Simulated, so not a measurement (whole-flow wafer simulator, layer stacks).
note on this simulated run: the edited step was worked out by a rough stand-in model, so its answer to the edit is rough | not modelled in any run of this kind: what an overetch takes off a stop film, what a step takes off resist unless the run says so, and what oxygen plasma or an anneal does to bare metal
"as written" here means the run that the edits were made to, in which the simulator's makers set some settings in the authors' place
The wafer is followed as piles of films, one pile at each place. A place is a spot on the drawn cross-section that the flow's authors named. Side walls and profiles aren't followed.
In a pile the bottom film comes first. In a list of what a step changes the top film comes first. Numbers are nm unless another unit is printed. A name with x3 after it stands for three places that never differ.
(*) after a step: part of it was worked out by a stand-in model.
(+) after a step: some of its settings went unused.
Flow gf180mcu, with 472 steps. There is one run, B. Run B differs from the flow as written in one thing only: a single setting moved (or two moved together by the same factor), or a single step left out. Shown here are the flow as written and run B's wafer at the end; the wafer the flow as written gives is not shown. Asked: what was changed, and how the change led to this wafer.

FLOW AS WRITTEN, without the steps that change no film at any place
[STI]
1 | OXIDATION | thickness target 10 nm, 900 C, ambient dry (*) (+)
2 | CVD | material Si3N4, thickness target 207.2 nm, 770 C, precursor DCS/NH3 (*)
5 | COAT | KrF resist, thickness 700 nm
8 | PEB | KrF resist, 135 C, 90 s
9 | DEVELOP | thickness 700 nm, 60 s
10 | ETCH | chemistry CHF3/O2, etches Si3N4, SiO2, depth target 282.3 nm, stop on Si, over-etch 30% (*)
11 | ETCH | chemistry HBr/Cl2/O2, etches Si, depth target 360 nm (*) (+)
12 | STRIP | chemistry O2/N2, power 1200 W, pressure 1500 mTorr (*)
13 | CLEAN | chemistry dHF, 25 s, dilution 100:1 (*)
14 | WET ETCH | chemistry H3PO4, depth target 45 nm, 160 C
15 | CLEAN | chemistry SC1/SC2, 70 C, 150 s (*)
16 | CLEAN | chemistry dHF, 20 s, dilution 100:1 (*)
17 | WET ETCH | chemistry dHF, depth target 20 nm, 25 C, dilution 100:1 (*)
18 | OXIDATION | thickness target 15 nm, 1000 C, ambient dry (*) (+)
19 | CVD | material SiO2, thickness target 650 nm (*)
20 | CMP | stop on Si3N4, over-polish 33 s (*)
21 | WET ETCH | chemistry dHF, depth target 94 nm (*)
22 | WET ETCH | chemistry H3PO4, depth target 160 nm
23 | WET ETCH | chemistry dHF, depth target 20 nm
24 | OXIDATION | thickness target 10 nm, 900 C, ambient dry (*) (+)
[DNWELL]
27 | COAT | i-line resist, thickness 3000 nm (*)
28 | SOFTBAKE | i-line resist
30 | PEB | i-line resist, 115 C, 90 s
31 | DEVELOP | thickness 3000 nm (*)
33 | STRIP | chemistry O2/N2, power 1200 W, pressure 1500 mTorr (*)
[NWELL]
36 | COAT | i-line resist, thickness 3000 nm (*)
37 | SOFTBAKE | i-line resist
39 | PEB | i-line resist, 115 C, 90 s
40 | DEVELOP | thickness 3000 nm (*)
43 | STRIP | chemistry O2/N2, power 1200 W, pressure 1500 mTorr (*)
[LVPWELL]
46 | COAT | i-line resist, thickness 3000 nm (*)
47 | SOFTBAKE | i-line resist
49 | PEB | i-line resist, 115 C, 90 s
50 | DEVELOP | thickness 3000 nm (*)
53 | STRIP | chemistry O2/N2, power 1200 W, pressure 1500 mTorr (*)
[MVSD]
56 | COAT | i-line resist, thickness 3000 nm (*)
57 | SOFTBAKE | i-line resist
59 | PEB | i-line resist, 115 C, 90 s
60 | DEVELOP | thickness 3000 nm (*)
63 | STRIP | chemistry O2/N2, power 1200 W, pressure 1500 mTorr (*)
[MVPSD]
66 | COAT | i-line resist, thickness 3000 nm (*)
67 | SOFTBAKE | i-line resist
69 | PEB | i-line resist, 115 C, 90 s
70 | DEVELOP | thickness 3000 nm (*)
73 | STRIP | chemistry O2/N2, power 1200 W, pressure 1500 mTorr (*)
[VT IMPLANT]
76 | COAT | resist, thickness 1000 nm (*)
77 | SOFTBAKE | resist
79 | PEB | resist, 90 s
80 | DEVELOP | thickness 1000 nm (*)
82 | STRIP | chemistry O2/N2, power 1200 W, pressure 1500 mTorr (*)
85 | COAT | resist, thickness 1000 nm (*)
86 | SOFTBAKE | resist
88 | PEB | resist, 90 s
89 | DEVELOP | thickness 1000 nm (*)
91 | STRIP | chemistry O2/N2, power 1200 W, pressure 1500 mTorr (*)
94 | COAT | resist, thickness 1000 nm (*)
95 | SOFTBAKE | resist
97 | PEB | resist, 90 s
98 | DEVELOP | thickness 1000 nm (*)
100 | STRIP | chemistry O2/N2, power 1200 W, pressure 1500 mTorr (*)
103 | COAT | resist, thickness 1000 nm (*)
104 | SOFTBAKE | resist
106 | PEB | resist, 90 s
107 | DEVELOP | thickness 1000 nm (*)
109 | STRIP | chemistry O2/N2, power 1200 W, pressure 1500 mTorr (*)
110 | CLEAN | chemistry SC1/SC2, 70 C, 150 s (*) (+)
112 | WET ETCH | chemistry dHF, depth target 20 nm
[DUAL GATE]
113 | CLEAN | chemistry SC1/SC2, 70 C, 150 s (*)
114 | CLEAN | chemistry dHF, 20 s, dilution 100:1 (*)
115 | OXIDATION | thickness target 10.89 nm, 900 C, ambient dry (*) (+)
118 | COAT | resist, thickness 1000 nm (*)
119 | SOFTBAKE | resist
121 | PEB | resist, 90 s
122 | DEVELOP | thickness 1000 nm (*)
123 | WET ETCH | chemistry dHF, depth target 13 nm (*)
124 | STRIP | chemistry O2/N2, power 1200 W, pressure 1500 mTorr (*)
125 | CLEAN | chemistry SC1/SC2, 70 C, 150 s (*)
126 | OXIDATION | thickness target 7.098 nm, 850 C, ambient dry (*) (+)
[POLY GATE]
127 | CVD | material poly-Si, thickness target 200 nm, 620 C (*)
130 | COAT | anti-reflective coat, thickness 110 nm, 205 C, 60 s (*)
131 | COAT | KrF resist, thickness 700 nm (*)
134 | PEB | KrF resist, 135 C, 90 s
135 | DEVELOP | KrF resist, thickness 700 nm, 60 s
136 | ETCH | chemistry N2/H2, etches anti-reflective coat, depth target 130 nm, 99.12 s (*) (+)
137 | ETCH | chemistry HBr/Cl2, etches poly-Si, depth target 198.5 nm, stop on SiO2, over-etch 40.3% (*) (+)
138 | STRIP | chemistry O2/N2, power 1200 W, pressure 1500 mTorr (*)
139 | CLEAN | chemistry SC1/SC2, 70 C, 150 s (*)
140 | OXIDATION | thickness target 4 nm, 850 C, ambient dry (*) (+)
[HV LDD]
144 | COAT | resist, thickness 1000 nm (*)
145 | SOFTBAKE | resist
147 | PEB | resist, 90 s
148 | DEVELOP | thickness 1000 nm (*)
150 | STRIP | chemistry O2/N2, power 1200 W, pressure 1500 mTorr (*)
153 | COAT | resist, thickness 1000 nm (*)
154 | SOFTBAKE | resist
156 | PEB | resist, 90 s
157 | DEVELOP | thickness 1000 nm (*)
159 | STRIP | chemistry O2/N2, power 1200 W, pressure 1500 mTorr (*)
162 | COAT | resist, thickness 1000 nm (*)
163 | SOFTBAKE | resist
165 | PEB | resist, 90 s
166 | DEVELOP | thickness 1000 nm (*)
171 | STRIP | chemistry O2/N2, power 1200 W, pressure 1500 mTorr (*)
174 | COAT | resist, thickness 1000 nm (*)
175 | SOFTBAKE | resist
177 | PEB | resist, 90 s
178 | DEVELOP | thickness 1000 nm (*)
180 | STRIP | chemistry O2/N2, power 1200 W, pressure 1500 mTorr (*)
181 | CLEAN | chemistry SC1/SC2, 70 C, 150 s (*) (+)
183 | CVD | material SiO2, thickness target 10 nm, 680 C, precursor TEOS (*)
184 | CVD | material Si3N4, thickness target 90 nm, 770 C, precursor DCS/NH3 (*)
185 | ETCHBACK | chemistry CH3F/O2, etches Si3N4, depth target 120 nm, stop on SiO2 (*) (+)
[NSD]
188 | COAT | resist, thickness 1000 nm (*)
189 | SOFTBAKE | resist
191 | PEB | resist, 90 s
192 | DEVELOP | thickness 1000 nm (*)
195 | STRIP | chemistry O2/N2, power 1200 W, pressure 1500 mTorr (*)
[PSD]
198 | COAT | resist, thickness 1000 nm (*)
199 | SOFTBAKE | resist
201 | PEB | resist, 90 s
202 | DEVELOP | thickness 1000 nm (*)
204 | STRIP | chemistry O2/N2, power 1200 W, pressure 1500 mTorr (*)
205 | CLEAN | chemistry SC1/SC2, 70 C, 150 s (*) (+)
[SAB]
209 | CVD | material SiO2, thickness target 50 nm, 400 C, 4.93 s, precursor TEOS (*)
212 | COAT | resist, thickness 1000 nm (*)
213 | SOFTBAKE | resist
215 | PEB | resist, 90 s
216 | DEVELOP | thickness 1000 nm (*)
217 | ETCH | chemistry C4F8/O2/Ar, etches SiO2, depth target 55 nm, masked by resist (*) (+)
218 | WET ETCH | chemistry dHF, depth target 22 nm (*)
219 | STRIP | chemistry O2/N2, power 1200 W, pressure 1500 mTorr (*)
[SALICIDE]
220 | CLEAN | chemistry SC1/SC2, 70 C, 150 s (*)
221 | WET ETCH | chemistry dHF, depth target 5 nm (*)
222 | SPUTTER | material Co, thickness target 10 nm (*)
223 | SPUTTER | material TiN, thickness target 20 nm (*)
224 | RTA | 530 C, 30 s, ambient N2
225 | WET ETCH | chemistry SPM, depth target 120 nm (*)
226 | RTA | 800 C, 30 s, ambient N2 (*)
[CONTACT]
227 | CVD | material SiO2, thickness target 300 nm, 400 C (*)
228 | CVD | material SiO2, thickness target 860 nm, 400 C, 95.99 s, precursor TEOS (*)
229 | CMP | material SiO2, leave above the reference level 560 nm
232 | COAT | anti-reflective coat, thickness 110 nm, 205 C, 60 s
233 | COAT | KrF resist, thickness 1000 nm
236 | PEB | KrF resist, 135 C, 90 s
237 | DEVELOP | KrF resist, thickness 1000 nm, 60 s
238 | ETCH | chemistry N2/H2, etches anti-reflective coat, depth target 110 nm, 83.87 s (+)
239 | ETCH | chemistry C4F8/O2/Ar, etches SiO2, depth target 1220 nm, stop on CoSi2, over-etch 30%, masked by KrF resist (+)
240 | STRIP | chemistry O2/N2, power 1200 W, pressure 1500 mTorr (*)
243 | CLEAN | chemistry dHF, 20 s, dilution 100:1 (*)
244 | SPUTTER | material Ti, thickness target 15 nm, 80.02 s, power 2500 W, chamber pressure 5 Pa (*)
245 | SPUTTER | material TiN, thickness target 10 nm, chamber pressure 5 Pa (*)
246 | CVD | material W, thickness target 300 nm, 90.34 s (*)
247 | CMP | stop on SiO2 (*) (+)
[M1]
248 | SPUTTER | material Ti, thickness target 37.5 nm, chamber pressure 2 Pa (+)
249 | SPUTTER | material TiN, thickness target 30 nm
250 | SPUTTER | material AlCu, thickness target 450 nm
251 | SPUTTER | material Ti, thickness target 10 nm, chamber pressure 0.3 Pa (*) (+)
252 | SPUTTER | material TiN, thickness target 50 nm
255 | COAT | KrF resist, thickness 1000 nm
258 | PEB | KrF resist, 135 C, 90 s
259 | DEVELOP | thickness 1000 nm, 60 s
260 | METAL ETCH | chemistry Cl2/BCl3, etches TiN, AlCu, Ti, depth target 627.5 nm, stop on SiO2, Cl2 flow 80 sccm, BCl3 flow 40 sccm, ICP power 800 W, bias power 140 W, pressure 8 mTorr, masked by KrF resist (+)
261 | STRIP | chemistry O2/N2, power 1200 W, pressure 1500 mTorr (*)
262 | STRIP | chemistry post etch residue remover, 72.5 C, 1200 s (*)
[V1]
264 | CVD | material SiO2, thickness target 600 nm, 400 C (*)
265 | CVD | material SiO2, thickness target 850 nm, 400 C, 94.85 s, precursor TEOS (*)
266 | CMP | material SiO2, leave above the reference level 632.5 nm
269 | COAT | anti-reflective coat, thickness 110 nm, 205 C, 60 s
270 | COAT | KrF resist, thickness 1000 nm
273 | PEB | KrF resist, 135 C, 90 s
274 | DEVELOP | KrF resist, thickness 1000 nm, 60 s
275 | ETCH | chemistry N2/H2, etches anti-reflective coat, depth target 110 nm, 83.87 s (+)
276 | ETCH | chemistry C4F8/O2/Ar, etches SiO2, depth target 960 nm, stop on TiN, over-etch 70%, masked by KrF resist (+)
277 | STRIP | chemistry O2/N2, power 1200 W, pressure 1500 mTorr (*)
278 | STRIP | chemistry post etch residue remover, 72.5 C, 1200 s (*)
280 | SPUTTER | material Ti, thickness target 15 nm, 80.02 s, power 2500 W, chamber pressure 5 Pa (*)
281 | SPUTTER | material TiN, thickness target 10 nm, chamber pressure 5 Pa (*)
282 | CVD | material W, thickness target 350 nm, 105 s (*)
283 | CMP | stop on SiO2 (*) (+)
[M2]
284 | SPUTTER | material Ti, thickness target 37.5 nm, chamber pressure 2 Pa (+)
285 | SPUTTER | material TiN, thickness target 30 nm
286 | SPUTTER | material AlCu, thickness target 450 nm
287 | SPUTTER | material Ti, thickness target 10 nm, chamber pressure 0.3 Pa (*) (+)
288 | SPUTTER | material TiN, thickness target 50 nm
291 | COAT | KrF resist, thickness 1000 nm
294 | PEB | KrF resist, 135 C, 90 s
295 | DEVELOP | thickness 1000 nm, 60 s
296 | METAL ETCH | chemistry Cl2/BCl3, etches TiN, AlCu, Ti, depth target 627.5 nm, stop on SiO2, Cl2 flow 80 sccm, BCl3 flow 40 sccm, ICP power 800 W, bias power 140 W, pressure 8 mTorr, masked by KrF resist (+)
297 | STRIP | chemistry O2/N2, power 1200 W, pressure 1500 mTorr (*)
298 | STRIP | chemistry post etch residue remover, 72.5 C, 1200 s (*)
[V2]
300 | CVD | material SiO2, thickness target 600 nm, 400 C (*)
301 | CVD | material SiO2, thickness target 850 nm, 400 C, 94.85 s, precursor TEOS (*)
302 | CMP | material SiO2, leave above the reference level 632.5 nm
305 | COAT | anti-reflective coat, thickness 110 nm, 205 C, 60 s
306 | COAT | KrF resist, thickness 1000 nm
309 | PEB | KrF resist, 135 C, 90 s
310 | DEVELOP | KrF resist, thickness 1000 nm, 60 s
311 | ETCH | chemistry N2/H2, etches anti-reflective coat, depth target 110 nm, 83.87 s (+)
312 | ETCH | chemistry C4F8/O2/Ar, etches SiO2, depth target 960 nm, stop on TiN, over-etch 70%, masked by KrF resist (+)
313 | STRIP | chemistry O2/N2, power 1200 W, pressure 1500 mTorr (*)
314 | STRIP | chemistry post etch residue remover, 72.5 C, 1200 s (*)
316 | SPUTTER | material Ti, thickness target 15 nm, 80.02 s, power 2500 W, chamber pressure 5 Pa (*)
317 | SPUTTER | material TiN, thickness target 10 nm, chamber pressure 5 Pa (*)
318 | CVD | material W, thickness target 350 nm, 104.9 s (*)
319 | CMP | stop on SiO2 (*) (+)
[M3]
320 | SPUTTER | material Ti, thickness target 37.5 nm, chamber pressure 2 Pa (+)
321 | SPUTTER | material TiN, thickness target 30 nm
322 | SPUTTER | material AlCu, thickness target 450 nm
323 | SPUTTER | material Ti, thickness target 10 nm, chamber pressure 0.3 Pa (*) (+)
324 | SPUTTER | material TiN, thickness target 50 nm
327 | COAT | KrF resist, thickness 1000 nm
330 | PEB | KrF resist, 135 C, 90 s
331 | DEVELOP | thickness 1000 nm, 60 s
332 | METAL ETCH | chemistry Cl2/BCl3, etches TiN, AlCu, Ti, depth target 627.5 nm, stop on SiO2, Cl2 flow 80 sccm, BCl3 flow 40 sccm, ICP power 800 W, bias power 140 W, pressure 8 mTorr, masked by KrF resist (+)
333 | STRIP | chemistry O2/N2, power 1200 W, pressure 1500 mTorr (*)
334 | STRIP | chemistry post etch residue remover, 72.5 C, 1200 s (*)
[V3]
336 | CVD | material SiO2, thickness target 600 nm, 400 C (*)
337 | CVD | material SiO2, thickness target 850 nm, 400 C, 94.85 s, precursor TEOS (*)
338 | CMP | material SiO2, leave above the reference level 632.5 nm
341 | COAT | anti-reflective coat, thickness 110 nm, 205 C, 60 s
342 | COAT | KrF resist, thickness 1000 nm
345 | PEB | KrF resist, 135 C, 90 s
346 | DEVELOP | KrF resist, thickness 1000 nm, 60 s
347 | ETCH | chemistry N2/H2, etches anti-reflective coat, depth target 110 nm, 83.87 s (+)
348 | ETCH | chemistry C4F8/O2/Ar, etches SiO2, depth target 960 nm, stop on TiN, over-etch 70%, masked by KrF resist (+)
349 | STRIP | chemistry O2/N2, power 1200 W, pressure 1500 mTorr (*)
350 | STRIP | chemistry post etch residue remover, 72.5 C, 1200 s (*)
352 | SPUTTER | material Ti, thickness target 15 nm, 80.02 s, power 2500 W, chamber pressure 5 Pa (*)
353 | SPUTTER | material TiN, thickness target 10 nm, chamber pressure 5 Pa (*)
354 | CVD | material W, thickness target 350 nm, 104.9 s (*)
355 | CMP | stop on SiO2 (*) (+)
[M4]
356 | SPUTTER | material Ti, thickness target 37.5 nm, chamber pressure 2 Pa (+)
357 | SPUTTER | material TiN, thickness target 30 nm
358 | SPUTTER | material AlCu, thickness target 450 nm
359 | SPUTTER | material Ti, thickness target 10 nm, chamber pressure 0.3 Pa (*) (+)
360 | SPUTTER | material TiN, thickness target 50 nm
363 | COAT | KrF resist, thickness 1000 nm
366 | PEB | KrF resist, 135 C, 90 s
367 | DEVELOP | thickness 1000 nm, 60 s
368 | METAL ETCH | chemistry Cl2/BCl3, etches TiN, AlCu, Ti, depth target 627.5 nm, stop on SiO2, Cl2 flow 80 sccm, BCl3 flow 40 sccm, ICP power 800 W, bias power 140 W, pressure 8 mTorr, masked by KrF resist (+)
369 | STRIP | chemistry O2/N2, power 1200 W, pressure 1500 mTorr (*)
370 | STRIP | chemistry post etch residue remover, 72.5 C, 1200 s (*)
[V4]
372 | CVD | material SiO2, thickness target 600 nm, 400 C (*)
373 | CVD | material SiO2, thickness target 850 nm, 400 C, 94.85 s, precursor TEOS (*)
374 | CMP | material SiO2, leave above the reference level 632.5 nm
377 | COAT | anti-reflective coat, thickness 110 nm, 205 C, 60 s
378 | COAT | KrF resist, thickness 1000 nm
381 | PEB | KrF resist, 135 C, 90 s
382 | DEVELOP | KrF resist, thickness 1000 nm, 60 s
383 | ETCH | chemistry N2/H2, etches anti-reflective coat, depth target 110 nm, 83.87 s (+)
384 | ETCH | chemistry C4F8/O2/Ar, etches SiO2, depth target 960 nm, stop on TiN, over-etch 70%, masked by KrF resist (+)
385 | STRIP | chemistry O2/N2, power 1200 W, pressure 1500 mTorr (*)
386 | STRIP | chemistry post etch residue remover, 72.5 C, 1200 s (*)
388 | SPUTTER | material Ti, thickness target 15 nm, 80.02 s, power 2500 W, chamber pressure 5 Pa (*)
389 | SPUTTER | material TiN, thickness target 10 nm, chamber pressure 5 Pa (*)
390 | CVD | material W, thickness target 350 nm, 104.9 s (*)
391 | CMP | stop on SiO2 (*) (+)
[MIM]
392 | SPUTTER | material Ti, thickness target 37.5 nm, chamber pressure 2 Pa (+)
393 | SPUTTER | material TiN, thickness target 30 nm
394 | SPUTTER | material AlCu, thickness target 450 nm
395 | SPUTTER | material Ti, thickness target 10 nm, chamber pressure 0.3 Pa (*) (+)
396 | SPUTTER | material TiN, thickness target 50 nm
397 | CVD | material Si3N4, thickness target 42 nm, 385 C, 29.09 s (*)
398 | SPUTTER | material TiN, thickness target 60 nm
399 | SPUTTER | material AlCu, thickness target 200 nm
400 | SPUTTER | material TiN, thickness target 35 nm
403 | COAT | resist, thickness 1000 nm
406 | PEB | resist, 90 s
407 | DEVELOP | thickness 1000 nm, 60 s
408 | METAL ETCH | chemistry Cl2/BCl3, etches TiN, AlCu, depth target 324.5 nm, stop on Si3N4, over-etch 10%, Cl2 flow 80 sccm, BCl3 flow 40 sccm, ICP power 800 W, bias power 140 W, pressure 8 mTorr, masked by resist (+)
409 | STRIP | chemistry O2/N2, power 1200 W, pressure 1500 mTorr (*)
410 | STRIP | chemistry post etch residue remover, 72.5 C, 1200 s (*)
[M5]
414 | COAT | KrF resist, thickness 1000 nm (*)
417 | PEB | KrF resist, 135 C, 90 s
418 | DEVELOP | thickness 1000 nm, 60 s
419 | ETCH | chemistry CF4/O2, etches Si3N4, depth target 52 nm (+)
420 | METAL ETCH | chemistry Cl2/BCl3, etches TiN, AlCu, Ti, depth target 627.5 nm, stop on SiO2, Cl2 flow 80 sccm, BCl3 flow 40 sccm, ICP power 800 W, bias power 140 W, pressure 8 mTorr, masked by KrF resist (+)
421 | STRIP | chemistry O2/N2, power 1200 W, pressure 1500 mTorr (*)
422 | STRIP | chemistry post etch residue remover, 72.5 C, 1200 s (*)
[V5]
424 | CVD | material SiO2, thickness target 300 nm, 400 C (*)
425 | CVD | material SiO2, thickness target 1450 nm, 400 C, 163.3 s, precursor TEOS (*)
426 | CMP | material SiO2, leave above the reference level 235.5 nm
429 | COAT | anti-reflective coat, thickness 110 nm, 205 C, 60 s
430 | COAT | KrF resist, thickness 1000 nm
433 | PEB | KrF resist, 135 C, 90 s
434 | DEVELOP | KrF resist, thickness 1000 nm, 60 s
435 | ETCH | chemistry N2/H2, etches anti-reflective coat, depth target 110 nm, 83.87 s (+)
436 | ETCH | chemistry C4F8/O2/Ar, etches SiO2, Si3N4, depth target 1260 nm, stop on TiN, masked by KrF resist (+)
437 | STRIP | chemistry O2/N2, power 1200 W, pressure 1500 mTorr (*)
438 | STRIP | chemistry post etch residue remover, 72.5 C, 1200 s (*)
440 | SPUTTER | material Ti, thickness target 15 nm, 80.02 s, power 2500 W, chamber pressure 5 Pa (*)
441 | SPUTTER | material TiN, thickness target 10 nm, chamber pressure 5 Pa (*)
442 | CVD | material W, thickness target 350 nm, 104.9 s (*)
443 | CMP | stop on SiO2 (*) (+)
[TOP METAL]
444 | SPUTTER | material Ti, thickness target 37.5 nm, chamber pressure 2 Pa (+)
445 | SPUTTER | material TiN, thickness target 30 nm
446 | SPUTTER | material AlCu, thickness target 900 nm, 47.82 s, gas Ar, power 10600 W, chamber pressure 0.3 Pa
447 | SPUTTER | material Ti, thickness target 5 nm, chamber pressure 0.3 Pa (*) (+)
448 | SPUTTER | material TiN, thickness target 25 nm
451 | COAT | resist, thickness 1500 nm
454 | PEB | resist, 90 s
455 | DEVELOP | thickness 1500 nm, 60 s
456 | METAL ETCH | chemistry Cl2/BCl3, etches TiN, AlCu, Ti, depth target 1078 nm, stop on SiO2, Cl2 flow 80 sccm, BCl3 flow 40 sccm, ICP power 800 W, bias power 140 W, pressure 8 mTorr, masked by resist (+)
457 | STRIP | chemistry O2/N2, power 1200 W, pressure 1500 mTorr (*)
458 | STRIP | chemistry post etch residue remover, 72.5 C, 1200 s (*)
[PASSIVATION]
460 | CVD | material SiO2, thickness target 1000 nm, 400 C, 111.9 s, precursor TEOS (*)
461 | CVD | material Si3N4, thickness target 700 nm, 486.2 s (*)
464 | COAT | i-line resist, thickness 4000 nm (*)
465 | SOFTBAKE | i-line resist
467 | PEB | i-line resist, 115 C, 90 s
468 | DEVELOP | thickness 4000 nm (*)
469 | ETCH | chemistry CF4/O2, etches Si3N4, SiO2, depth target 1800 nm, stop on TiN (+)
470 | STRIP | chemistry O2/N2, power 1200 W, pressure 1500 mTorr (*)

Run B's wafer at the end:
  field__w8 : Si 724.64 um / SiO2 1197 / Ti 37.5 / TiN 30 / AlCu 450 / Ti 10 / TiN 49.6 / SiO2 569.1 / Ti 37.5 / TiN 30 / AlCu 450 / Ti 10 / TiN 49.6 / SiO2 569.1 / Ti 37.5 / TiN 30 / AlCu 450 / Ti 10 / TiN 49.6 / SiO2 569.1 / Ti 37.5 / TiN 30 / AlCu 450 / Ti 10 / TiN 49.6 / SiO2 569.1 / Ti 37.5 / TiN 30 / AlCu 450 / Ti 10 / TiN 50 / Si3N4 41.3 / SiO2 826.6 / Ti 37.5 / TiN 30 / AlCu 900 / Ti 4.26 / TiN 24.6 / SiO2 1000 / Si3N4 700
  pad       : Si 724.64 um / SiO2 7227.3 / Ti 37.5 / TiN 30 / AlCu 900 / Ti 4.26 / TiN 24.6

The reason: step 447, SPUTTER: thickness target 4.26 nm was run, though the flow has thickness target 5 nm.
The wafer lets one read it off: field__w8 has Ti 4.26, and step 447 as written asks for 5 nm.

Step by step, how the change led to this:
  447 | SPUTTER | material Ti, thickness target 5 nm, chamber pressure 0.3 Pa (*) (+)
      field, field__w1, field__w2 and 109 more: Ti gains 4.26 (new film) (in the flow as written it would be: Ti gains 5 (new film))
  456 | METAL ETCH | chemistry Cl2/BCl3, etches TiN, AlCu, Ti, depth target 1078 nm, stop on SiO2, Cl2 flow 80 sccm, BCl3 flow 40 sccm, ICP power 800 W, bias power 140 W, pressure 8 mTorr, masked by resist (+)
      field, field__w1, field__w2 and 103 more: TiN loses 25 (all of it), Ti loses 4.26 (all of it), AlCu loses 900 (all of it), TiN loses 30 (all of it), Ti loses 37.5 (all of it) (in the flow as written it would be: TiN loses 25 (all of it), Ti loses 5 (all of it), AlCu loses 900 (all of it), TiN loses 30 (all of it), Ti loses 37.5 (all of it))
